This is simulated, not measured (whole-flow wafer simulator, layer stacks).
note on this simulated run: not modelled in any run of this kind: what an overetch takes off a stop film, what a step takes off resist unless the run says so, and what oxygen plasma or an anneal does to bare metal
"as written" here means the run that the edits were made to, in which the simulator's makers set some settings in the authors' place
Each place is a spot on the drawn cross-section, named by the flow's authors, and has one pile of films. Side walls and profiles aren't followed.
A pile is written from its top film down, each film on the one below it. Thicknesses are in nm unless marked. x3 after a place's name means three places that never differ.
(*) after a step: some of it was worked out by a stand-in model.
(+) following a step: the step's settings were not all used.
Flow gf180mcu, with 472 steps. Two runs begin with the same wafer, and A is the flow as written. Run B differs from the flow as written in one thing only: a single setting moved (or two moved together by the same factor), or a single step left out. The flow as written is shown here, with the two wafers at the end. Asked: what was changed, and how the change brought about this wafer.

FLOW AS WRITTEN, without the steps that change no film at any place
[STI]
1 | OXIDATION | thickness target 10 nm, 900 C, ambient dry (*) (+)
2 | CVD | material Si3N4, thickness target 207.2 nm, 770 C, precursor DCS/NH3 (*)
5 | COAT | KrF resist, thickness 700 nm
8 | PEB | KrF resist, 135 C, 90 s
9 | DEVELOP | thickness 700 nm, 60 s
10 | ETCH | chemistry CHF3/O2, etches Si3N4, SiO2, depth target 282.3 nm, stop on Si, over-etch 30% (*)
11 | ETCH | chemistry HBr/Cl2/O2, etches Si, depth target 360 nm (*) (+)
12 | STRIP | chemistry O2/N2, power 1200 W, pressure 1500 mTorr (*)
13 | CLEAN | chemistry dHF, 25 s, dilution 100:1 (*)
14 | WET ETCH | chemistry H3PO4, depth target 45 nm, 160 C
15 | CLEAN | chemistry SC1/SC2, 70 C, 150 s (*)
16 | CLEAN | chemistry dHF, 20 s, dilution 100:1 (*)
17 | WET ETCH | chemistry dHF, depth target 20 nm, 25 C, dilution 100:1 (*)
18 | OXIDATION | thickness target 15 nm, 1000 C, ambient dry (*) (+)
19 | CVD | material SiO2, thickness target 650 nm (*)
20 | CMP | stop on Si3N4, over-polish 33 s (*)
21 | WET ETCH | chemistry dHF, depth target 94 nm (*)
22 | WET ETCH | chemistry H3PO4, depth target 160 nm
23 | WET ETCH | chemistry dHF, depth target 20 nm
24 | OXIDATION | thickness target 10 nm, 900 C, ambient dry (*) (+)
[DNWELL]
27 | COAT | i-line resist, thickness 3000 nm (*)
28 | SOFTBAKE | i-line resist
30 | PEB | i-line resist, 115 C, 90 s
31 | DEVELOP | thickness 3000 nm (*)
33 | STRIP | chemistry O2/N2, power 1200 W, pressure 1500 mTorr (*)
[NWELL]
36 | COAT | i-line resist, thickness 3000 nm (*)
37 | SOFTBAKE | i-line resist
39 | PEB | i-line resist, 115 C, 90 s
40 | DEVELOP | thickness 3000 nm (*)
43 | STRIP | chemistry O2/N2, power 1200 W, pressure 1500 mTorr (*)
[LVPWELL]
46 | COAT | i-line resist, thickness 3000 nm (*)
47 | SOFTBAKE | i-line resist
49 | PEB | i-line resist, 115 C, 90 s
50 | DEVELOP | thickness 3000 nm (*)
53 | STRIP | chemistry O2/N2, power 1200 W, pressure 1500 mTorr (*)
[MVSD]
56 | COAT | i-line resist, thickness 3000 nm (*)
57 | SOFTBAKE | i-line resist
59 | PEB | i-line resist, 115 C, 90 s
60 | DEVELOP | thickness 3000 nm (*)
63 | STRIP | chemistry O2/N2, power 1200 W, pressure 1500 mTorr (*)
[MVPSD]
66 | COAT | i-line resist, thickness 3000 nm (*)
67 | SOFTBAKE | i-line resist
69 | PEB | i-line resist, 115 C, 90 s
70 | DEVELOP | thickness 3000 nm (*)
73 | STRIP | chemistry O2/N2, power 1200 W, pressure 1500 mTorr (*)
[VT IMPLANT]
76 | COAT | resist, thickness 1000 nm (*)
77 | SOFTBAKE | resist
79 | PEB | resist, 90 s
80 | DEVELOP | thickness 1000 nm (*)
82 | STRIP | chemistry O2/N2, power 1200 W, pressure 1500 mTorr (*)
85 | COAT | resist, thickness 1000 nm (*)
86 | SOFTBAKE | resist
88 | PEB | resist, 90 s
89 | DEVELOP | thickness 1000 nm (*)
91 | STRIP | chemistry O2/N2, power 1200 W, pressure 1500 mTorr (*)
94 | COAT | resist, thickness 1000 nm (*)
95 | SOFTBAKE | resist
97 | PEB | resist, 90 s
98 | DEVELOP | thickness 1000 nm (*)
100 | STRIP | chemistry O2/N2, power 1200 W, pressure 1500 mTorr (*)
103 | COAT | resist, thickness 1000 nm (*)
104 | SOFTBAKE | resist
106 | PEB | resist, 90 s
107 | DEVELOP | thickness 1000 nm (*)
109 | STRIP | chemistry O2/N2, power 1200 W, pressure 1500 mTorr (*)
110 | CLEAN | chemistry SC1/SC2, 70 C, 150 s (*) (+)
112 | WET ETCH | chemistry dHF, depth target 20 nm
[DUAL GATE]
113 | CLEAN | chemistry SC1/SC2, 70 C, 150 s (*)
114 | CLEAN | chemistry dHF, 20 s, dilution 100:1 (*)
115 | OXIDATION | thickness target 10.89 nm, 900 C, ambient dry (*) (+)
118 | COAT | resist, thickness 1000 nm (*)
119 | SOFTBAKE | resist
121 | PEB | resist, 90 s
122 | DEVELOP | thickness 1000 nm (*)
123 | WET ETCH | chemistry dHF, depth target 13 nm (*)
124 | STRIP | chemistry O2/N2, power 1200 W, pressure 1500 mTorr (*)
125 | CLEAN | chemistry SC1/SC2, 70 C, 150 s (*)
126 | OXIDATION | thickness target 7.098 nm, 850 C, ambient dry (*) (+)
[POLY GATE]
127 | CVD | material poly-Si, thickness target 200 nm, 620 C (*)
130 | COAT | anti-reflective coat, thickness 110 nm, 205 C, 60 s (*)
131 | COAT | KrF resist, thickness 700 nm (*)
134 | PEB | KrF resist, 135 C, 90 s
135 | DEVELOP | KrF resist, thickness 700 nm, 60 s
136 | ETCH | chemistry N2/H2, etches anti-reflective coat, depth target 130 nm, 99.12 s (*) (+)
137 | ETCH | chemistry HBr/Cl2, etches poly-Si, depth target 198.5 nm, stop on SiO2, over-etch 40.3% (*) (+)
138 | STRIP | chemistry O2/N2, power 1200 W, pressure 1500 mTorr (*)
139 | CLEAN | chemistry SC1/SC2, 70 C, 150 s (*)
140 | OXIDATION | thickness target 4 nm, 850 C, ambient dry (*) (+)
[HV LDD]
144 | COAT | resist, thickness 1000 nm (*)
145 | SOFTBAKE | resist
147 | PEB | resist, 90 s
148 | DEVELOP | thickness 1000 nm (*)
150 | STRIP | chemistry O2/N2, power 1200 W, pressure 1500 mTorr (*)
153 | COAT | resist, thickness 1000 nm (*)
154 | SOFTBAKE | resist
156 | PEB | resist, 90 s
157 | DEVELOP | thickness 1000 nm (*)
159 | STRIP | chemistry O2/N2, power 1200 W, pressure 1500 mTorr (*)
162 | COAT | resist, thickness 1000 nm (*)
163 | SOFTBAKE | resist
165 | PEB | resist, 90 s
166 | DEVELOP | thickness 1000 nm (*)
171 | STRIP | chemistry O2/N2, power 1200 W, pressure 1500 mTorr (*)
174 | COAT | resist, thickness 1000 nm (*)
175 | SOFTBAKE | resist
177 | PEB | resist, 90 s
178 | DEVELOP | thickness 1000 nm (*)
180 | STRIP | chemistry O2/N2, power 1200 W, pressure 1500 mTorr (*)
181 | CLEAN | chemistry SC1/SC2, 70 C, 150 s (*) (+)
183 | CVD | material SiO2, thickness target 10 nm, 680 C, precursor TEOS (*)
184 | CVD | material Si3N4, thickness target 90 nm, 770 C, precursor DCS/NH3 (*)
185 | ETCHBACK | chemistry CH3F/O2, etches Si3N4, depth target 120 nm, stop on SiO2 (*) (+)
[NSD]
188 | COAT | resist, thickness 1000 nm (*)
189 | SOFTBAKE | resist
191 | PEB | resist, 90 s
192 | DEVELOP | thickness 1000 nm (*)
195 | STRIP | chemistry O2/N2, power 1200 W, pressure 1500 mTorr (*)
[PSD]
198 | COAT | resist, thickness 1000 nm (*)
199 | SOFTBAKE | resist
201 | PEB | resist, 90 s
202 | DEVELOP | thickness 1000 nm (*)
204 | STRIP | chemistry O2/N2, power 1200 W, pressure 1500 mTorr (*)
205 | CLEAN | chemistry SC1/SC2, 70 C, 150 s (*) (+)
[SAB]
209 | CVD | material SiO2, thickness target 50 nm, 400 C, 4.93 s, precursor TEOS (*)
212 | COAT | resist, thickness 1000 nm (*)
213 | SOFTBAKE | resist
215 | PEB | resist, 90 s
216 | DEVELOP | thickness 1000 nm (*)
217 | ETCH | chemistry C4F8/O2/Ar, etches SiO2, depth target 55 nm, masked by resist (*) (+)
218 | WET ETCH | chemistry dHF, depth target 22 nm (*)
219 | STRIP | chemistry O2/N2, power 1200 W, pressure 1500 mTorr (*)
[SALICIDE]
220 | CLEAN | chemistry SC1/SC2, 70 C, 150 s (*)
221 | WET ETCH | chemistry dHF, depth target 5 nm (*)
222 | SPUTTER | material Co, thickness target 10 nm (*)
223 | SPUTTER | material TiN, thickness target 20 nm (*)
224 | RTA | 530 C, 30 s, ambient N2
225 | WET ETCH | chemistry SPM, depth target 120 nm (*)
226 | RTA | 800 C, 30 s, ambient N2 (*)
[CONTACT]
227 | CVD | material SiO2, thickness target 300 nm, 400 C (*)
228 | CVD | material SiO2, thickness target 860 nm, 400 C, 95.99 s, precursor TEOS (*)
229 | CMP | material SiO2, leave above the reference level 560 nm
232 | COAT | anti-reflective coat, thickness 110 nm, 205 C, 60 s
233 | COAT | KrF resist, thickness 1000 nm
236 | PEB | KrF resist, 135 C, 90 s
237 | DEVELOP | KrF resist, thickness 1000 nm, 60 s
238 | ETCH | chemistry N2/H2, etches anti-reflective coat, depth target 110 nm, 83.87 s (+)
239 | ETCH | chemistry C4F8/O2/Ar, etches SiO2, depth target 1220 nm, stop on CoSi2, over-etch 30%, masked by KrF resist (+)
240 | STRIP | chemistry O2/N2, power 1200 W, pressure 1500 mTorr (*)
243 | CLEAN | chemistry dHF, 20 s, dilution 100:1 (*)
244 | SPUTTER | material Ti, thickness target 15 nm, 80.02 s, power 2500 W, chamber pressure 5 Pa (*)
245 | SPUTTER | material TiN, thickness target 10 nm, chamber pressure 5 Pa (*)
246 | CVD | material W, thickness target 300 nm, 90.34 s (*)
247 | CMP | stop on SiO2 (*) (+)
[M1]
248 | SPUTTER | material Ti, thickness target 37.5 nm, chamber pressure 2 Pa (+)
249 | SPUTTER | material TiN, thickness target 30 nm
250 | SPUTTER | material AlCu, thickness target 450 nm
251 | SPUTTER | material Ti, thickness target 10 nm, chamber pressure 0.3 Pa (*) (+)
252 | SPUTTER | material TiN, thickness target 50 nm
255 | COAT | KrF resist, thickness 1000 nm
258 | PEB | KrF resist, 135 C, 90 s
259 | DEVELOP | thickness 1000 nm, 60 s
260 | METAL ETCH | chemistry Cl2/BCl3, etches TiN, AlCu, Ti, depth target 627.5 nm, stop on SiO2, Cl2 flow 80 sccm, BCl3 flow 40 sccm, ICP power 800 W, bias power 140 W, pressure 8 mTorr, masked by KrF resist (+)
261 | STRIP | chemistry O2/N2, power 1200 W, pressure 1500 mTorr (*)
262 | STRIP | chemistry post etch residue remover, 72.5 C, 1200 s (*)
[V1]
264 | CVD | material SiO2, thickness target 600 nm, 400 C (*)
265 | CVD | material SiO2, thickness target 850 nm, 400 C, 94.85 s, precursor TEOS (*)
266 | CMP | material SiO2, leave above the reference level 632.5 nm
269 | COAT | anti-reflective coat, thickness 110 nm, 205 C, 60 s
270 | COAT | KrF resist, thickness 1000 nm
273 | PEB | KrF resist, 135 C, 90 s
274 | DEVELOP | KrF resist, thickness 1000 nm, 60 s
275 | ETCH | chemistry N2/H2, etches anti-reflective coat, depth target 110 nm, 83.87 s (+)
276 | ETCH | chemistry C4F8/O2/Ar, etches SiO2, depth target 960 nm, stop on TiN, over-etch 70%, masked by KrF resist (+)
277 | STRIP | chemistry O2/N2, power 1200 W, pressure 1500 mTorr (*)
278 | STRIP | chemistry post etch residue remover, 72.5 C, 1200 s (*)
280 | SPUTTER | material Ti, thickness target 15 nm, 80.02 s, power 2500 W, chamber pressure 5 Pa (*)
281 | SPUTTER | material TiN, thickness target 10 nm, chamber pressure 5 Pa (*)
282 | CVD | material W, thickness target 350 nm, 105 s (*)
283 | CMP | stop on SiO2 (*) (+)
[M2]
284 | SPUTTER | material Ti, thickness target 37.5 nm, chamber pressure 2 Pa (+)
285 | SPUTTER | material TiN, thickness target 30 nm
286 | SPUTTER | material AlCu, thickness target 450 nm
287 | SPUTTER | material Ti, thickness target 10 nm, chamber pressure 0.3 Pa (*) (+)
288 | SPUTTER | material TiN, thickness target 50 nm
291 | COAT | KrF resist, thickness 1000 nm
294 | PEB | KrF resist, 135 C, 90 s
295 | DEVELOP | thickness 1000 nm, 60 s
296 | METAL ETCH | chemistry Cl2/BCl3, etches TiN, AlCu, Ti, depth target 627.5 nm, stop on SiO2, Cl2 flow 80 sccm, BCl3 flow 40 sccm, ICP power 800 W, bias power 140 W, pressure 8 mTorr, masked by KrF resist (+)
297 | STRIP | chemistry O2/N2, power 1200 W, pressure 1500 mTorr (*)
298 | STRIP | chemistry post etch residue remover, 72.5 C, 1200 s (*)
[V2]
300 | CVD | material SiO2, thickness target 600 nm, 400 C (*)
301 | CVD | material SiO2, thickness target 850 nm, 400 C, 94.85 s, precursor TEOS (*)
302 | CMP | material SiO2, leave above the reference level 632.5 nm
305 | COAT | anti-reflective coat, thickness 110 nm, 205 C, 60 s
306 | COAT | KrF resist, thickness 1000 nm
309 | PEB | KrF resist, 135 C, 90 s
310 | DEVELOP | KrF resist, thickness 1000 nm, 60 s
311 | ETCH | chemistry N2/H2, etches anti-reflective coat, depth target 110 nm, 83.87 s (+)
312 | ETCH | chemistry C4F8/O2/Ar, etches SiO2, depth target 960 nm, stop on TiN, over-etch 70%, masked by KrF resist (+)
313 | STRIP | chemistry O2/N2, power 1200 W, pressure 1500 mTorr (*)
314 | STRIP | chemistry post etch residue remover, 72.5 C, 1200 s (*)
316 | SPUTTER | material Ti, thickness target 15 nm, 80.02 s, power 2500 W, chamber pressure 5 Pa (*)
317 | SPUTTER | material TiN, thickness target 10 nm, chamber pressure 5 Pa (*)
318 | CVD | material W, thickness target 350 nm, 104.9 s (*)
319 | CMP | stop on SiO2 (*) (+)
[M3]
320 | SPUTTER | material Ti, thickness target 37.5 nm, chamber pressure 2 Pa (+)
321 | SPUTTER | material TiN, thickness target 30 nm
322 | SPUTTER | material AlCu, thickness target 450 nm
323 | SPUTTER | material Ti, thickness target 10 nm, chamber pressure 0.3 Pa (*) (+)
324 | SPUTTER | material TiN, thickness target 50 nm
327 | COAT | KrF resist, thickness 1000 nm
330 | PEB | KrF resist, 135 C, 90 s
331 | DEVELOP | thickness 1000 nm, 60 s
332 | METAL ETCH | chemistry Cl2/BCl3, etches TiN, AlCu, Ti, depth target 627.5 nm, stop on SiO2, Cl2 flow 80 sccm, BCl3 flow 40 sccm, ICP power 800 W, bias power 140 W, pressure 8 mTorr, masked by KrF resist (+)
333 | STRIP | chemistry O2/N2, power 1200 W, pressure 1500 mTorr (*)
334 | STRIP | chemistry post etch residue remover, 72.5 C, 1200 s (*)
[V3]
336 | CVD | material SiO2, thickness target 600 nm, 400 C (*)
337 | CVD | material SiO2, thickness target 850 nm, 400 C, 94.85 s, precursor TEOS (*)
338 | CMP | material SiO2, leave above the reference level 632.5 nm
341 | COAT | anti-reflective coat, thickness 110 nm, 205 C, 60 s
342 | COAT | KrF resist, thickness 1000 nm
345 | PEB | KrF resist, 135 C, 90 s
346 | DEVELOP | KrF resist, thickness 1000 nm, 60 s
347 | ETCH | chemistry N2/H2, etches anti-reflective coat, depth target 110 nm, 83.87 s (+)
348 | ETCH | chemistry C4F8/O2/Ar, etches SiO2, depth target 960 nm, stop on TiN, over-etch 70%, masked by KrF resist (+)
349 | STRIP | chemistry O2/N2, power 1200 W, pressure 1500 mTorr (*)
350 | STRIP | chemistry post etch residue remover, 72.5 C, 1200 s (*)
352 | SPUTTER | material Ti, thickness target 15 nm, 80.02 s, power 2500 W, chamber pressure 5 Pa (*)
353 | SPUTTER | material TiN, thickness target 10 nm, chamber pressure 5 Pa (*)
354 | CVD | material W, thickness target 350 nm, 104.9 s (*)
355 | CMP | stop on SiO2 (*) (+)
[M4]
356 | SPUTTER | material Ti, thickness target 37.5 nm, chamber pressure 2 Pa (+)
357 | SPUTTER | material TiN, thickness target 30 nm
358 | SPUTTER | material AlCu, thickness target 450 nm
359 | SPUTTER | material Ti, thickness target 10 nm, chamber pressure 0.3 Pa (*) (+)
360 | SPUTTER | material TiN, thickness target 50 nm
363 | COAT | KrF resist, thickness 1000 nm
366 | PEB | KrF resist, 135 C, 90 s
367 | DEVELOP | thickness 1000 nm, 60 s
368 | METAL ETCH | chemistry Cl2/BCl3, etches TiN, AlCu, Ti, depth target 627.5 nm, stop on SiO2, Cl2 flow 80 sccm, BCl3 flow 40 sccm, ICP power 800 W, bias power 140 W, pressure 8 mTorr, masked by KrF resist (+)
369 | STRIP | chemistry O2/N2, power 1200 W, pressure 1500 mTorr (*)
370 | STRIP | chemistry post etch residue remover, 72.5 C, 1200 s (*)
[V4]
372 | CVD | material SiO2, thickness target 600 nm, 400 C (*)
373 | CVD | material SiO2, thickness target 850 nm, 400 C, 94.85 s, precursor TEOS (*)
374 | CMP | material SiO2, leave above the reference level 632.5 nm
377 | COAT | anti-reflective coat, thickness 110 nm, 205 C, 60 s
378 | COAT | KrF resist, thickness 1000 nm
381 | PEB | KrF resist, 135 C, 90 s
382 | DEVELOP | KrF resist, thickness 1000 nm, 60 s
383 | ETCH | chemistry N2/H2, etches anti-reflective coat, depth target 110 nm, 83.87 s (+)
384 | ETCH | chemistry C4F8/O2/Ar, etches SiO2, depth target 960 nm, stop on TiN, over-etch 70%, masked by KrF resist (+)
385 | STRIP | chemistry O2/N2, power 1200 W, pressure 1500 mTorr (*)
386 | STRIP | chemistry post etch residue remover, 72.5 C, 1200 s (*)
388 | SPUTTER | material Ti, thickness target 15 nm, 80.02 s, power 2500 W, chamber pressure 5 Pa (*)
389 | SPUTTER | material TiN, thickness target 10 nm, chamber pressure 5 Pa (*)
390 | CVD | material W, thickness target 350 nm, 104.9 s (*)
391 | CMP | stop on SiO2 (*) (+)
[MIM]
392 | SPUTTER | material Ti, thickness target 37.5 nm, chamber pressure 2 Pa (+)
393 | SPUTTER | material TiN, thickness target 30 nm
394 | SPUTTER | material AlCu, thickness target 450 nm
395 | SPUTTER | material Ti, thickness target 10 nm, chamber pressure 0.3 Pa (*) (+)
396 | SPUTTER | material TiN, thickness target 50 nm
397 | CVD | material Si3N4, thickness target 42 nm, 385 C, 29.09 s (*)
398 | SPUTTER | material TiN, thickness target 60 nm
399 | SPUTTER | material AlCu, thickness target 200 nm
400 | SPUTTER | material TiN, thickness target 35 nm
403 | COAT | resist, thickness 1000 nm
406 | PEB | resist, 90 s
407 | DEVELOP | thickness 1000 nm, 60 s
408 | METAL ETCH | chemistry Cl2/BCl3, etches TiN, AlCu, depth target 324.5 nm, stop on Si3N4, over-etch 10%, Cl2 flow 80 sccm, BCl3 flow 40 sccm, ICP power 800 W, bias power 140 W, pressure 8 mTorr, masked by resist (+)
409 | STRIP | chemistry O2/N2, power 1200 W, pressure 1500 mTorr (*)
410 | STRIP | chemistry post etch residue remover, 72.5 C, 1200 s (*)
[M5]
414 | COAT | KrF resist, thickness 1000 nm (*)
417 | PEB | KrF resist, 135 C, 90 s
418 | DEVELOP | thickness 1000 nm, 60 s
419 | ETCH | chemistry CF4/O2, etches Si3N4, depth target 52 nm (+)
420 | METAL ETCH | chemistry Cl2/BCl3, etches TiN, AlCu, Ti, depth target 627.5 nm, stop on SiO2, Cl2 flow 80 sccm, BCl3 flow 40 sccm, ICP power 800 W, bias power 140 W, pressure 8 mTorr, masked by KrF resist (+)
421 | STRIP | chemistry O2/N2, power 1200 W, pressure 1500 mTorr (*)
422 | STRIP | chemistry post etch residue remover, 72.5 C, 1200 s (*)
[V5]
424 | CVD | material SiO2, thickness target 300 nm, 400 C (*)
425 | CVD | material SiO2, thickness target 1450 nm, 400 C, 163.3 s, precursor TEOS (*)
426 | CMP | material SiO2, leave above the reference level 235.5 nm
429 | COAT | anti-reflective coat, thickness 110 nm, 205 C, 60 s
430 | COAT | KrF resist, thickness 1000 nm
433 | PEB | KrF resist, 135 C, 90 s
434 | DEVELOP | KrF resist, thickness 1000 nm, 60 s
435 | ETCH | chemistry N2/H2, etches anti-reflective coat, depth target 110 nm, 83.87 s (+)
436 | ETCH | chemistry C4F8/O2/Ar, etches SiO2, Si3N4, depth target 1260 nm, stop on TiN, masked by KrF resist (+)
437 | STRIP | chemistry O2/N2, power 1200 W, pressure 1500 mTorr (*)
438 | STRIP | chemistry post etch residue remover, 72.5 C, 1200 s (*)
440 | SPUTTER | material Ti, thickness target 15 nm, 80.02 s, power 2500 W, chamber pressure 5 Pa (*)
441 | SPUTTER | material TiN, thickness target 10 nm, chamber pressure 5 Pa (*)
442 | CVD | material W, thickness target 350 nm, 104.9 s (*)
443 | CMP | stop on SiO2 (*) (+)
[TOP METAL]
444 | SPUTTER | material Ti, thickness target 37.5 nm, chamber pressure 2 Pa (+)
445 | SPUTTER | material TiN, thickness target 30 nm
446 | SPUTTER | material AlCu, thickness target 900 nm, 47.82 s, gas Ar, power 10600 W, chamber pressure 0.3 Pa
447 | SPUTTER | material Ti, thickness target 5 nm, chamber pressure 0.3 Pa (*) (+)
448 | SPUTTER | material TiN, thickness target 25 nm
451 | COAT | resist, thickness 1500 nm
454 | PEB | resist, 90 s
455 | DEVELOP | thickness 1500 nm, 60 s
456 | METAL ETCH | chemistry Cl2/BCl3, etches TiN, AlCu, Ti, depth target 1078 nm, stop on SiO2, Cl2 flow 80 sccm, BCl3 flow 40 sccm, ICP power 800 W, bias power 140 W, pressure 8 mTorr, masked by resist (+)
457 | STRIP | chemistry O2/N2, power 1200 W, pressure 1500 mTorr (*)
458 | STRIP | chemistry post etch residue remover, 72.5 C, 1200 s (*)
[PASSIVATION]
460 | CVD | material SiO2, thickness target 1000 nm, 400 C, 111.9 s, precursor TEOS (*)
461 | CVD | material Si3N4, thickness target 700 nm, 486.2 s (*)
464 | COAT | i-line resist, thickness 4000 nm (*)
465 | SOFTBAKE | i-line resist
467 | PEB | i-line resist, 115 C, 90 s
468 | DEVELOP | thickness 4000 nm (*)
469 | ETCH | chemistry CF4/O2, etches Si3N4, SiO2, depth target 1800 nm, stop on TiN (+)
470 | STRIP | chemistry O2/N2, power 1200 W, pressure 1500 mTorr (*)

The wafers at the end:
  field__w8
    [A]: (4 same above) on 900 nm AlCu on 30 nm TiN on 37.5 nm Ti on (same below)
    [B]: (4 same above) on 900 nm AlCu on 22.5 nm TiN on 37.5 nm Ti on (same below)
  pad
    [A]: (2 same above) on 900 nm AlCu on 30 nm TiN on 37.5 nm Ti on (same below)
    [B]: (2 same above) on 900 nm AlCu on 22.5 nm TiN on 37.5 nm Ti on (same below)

The reason: step 445, SPUTTER: thickness target 22.5 nm was run, while the flow as written has thickness target 30 nm.
One can read it off the wafer: field__w8 has TiN 22.5, and step 445 as written asks for 30 nm.

How this came from the change, step by step:
  445 | SPUTTER | material TiN, thickness target 30 nm
      field, field__w1, field__w2 and 109 more: A +30 TiN (new film) | B +22.5 TiN (new film)
  456 | METAL ETCH | chemistry Cl2/BCl3, etches TiN, AlCu, Ti, depth target 1078 nm, stop on SiO2, Cl2 flow 80 sccm, BCl3 flow 40 sccm, ICP power 800 W, bias power 140 W, pressure 8 mTorr, masked by resist (+)
      field, field__w1, field__w2 and 103 more: A -25 TiN (all of it), -5 Ti (all of it), -900 AlCu (all of it), -30 TiN (all of it), -37.5 Ti (all of it) | B -25 TiN (all of it), -5 Ti (all of it), -900 AlCu (all of it), -22.5 TiN (all of it), -37.5 Ti (all of it)
